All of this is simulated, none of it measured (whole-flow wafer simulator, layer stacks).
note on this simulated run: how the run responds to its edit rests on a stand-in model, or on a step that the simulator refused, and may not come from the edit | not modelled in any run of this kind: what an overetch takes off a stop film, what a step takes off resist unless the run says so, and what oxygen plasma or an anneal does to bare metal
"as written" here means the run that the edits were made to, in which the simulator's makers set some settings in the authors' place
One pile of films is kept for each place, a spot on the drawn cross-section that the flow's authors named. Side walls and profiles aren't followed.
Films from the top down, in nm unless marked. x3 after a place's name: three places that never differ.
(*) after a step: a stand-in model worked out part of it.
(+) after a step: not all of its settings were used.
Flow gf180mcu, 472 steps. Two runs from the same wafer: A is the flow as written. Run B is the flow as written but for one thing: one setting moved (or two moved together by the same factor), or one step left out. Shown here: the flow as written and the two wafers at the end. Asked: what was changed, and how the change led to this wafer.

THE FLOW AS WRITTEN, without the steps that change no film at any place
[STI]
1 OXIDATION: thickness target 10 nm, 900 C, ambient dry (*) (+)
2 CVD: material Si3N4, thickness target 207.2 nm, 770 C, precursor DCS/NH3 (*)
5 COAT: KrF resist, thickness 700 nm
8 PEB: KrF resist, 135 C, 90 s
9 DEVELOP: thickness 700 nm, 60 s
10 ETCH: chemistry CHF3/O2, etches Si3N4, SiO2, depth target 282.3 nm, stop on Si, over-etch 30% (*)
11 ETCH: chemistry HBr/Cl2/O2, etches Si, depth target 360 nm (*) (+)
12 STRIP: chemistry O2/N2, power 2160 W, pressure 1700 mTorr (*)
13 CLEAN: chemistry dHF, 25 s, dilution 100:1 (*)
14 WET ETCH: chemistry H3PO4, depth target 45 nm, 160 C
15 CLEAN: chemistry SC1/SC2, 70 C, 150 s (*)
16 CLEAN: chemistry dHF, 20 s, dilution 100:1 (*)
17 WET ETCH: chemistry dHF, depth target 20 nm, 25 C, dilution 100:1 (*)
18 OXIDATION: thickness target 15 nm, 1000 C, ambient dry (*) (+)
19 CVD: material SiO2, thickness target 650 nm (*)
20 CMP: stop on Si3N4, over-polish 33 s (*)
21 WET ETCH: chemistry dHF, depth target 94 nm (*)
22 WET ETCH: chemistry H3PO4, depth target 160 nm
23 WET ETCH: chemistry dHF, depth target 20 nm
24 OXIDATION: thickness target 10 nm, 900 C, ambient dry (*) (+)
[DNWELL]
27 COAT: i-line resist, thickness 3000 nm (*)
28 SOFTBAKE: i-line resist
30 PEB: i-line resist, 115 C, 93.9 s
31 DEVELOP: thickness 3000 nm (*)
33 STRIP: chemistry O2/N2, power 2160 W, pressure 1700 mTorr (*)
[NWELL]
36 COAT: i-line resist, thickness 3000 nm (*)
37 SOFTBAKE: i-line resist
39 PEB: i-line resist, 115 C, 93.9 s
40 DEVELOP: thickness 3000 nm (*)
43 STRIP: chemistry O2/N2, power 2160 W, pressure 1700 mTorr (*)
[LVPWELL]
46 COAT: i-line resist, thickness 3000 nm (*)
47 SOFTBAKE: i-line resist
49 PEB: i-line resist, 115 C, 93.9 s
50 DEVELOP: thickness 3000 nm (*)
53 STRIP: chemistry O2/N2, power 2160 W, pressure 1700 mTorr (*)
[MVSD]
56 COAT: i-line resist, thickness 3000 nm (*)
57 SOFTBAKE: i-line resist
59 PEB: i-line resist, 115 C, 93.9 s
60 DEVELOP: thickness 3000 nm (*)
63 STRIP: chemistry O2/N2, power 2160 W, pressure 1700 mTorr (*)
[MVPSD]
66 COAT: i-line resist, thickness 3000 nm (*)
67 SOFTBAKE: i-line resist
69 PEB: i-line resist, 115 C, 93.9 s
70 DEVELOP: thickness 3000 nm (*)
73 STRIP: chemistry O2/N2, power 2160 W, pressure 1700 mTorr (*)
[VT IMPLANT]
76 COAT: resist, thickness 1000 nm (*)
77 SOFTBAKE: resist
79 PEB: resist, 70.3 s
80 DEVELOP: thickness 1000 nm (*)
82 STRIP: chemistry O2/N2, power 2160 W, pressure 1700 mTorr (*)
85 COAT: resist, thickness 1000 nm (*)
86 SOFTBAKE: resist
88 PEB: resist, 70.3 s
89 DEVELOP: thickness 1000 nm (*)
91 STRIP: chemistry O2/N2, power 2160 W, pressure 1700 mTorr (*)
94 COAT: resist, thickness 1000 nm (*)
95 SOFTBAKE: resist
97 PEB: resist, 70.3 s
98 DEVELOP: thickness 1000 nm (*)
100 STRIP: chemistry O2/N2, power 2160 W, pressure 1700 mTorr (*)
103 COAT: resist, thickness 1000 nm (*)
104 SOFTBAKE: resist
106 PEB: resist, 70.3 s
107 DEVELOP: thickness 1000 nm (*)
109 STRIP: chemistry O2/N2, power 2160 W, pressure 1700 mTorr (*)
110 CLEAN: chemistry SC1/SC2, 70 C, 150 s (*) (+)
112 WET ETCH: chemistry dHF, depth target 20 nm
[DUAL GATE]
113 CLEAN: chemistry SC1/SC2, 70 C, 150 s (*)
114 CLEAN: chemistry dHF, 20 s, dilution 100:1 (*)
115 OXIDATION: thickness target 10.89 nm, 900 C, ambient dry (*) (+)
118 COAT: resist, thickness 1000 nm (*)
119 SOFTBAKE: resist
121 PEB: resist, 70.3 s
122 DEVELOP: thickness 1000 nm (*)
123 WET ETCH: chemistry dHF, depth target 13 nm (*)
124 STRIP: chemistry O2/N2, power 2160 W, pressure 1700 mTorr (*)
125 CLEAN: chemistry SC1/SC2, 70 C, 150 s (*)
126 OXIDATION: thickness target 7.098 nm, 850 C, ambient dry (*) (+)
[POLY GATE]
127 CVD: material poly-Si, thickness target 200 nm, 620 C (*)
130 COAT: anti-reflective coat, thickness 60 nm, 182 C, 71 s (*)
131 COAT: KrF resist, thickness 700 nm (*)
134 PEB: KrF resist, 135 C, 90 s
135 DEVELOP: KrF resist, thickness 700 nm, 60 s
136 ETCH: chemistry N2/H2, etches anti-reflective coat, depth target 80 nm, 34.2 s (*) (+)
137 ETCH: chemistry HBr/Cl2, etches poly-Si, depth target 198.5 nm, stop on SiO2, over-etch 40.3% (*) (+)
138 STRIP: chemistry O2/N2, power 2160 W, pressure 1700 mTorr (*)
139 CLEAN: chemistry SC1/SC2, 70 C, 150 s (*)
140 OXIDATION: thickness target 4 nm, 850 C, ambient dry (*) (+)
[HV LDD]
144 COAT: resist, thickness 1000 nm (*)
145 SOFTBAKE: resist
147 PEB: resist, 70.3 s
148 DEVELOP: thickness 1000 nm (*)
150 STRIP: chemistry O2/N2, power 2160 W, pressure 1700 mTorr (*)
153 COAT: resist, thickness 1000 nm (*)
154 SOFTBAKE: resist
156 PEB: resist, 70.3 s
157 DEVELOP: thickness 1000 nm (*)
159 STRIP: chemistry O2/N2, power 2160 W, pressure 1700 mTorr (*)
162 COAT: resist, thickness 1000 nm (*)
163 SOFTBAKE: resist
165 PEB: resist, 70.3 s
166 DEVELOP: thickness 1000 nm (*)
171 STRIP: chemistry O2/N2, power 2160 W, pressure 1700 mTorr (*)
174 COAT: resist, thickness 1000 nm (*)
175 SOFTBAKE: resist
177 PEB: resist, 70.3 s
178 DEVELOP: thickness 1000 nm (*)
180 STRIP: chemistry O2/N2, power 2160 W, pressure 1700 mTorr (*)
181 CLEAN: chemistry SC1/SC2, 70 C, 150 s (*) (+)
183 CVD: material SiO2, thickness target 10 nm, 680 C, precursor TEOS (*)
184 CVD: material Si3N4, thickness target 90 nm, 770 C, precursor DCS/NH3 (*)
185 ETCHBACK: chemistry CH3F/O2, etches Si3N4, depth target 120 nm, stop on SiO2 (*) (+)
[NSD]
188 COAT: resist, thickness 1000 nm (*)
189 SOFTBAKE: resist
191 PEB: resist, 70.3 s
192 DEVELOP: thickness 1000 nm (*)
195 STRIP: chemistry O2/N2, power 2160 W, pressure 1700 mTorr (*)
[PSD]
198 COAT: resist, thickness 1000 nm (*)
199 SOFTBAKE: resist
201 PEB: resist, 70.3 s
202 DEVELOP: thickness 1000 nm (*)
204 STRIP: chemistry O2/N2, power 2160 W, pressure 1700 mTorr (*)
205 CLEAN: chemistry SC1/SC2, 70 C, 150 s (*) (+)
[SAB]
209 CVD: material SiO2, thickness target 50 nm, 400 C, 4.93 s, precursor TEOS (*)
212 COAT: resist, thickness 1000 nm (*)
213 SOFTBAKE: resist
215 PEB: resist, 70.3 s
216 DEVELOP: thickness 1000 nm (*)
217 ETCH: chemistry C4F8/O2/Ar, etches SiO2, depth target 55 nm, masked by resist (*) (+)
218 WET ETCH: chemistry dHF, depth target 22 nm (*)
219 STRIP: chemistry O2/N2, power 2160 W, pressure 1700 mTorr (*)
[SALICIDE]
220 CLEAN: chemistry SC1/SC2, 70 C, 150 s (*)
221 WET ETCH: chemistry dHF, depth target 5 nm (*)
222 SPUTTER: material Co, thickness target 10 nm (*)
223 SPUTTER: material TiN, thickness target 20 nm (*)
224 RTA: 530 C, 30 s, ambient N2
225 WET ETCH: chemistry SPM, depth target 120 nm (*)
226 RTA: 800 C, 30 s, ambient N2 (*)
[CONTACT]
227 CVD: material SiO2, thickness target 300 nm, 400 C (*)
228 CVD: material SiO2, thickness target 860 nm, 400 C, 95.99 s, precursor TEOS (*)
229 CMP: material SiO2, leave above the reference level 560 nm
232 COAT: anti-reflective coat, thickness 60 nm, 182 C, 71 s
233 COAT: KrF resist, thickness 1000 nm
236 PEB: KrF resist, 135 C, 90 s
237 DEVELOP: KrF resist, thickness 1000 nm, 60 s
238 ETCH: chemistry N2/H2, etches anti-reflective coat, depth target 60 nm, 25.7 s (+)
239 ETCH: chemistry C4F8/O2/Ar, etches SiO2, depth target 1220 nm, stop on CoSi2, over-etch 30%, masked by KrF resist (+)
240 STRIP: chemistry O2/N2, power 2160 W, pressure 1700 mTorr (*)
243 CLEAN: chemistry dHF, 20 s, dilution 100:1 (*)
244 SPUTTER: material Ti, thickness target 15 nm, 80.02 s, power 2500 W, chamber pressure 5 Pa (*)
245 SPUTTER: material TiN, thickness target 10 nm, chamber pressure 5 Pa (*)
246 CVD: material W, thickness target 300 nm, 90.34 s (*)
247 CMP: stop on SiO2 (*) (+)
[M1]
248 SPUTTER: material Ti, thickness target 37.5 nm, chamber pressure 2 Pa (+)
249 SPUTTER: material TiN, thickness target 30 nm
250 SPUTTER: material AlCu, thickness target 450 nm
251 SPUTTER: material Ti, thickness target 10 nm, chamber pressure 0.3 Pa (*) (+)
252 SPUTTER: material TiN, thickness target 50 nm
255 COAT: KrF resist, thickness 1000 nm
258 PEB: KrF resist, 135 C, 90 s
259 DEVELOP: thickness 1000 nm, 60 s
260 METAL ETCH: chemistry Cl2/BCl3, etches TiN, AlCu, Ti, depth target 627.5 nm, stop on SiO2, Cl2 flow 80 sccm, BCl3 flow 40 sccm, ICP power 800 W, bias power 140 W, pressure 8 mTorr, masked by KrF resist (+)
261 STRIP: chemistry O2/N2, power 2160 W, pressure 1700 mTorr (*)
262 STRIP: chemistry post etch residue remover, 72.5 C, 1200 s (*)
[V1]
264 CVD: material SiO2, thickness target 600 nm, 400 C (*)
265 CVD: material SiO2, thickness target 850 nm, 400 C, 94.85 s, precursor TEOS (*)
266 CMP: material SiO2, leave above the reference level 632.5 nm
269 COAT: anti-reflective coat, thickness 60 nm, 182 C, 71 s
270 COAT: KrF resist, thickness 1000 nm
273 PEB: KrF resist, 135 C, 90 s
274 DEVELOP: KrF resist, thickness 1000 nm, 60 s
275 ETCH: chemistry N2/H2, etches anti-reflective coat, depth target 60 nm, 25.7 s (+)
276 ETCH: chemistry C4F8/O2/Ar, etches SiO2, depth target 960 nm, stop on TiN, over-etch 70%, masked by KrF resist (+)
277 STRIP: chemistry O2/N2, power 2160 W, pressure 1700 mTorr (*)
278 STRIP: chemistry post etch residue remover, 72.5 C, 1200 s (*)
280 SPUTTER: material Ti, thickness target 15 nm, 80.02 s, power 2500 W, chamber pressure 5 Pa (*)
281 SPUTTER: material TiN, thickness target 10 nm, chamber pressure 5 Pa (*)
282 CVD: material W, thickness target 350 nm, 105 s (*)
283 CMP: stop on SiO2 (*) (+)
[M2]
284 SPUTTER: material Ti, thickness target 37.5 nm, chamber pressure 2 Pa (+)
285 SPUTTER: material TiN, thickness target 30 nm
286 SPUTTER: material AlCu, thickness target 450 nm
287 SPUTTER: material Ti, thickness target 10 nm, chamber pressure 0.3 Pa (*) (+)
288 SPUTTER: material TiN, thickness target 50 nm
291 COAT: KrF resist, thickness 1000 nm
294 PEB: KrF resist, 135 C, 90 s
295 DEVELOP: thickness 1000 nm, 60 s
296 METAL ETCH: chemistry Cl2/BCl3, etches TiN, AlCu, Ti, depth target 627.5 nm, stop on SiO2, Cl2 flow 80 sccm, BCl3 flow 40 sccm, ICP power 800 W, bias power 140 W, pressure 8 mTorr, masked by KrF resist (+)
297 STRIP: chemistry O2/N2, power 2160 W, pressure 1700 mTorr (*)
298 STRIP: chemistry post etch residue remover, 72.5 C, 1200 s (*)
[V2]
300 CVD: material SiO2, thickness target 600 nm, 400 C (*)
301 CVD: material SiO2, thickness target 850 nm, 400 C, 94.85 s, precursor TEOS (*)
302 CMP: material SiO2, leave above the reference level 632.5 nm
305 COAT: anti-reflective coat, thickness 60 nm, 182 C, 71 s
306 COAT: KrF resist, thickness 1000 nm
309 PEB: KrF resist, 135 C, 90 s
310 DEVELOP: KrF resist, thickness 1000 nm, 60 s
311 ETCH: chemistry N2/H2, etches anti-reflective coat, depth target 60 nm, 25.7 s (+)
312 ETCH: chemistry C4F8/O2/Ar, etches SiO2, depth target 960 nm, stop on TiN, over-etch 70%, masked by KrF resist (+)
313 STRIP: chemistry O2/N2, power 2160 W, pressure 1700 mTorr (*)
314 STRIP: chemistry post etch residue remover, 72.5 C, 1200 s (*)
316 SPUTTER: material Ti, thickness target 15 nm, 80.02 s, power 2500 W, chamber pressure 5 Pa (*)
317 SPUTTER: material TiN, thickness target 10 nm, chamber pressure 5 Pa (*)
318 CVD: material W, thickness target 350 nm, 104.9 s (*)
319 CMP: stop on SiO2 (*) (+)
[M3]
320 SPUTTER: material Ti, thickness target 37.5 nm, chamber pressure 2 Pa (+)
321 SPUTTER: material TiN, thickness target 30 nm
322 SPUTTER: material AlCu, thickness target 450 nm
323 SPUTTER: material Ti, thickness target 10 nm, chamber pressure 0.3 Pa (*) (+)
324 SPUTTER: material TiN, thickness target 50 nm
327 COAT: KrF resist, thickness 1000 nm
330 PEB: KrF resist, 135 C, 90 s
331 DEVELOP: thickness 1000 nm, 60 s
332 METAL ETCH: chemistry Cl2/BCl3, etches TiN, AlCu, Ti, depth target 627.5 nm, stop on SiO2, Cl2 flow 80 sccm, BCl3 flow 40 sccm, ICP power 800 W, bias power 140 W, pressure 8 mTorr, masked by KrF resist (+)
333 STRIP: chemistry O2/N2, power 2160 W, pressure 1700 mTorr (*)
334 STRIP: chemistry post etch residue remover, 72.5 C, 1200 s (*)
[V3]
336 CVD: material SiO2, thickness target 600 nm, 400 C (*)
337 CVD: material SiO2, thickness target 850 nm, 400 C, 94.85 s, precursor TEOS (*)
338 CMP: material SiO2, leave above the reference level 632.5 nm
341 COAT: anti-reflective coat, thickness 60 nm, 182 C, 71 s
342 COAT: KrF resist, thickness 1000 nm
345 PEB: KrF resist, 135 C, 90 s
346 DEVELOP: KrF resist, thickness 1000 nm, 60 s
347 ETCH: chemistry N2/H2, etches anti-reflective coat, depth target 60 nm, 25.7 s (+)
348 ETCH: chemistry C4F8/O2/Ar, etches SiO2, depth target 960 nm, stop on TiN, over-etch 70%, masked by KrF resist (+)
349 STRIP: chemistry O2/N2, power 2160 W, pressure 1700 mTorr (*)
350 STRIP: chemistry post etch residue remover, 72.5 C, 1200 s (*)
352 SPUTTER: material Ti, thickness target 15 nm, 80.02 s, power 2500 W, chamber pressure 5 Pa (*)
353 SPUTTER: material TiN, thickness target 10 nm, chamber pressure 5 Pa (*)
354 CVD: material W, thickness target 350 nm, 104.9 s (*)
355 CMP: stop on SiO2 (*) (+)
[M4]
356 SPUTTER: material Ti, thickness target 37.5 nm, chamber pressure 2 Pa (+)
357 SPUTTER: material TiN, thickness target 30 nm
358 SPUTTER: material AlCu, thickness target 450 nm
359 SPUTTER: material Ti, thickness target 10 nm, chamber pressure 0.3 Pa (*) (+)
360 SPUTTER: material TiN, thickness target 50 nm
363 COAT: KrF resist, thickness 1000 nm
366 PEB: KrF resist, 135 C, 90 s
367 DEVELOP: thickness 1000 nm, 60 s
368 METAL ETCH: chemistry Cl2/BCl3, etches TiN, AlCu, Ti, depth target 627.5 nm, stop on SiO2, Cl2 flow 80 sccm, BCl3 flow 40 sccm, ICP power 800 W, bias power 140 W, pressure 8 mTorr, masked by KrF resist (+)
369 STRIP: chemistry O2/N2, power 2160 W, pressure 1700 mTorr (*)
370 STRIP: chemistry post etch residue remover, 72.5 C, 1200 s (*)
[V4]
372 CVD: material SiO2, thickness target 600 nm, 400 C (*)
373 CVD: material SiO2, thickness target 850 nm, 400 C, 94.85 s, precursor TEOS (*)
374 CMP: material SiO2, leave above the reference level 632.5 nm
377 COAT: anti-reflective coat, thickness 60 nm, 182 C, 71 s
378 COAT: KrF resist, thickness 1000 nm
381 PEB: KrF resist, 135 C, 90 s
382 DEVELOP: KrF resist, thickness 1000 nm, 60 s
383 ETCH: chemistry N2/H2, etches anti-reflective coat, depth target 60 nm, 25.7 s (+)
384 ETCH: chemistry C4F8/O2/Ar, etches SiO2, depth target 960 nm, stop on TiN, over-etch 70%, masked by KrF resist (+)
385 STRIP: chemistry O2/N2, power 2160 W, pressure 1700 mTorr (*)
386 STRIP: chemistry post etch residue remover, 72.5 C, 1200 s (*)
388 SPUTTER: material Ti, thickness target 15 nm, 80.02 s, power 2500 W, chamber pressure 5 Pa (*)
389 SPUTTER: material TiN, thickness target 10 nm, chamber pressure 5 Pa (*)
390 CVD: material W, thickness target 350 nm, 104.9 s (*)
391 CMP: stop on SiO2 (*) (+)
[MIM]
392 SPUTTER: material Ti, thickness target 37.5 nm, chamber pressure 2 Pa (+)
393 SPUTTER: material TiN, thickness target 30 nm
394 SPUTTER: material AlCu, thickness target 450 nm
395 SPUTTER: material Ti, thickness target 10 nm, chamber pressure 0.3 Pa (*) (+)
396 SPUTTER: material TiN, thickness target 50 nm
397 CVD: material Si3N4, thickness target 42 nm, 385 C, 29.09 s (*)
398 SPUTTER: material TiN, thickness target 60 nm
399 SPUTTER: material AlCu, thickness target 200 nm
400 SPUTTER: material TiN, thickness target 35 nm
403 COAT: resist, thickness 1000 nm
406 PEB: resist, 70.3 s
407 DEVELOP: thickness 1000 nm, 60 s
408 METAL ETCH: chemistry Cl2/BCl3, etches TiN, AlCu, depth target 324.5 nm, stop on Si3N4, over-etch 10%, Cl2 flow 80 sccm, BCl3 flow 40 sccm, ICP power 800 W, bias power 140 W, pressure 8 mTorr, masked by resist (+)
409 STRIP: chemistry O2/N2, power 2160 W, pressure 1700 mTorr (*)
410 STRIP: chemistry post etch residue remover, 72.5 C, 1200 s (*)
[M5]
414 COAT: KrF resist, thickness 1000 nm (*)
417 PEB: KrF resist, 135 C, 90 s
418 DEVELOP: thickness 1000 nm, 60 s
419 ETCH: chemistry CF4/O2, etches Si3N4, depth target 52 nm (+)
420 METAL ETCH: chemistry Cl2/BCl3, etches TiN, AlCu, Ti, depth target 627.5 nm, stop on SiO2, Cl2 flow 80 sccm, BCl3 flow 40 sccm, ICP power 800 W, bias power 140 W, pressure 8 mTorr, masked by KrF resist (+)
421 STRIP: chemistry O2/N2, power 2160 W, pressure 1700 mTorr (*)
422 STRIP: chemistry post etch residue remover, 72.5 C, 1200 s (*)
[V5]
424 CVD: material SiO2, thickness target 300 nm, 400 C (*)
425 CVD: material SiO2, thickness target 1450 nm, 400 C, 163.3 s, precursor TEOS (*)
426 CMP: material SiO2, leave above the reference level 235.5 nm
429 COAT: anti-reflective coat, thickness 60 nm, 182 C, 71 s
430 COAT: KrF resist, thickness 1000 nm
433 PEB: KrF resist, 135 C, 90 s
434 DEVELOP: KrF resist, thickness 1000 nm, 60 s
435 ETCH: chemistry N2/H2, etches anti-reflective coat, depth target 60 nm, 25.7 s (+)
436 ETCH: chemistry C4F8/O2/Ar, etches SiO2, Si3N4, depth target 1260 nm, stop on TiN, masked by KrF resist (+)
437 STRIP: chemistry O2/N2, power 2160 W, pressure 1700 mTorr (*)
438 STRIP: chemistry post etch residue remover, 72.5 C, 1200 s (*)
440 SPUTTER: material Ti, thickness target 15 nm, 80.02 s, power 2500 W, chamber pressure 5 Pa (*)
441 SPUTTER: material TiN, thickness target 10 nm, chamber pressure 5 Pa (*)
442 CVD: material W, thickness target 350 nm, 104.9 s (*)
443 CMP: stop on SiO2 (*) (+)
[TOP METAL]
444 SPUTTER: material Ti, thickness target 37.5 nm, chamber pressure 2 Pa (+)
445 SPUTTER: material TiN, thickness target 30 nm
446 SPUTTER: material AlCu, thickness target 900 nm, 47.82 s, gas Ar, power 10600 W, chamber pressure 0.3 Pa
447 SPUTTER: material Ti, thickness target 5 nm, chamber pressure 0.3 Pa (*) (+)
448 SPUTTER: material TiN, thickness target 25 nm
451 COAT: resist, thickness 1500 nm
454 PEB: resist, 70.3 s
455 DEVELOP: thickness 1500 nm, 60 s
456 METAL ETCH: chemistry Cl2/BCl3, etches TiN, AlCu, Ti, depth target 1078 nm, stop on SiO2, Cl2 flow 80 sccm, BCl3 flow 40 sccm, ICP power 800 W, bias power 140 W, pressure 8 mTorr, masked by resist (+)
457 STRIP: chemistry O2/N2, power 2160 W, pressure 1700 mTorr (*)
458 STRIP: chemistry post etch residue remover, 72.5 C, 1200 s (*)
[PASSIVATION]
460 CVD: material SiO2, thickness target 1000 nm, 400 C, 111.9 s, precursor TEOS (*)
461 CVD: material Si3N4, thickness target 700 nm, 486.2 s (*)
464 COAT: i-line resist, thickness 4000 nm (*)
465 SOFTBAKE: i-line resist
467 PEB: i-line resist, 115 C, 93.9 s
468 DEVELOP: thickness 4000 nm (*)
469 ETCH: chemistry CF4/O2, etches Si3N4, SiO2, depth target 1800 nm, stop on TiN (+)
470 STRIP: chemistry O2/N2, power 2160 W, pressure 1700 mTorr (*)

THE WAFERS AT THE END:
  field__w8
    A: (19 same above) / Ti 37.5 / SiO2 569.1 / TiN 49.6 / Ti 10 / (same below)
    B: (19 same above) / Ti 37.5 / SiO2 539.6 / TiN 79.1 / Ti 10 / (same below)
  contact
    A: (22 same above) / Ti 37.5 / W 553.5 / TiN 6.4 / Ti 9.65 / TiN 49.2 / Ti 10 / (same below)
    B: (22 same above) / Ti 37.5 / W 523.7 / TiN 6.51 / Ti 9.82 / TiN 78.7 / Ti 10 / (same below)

The cause: step 324, SPUTTER: thickness target 79.5 nm was run, where the flow has thickness target 50 nm.

How the change led to this, step by step:
  324 SPUTTER: material TiN, thickness target 50 nm
      field, field__w1, field__w2 and 108 more: A TiN +50 (new film) | B TiN +79.5 (new film)
  332 METAL ETCH: chemistry Cl2/BCl3, etches TiN, AlCu, Ti, depth target 627.5 nm, stop on SiO2, Cl2 flow 80 sccm, BCl3 flow 40 sccm, ICP power 800 W, bias power 140 W, pressure 8 mTorr, masked by KrF resist (+)
      field, field__w1, field__w2 and 103 more: A TiN -50 (all of it), Ti -10 (all of it), AlCu -450 (all of it), TiN -30 (all of it), Ti -37.5 (all of it) | B TiN -79.5 (all of it), Ti -10 (all of it), AlCu -450 (all of it), TiN -30 (all of it), Ti -37.5 (all of it)
  338 CMP: material SiO2, leave above the reference level 632.5 nm
      field__w8, contact, m1, m1__w1, m1_nw: A SiO2 -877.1 | B SiO2 -906.6
  348 ETCH: chemistry C4F8/O2/Ar, etches SiO2, depth target 960 nm, stop on TiN, over-etch 70%, masked by KrF resist (+)
      field, field__w1, field__w2 and 107 more: A KrF resist -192 | B KrF resist -184.6
      contact: A SiO2 -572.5 (all of it) | B SiO2 -543 (all of it)
  354 CVD: material W, thickness target 350 nm, 104.9 s (*)
      contact: A W +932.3 (new film) | B W +902.5 (new film)
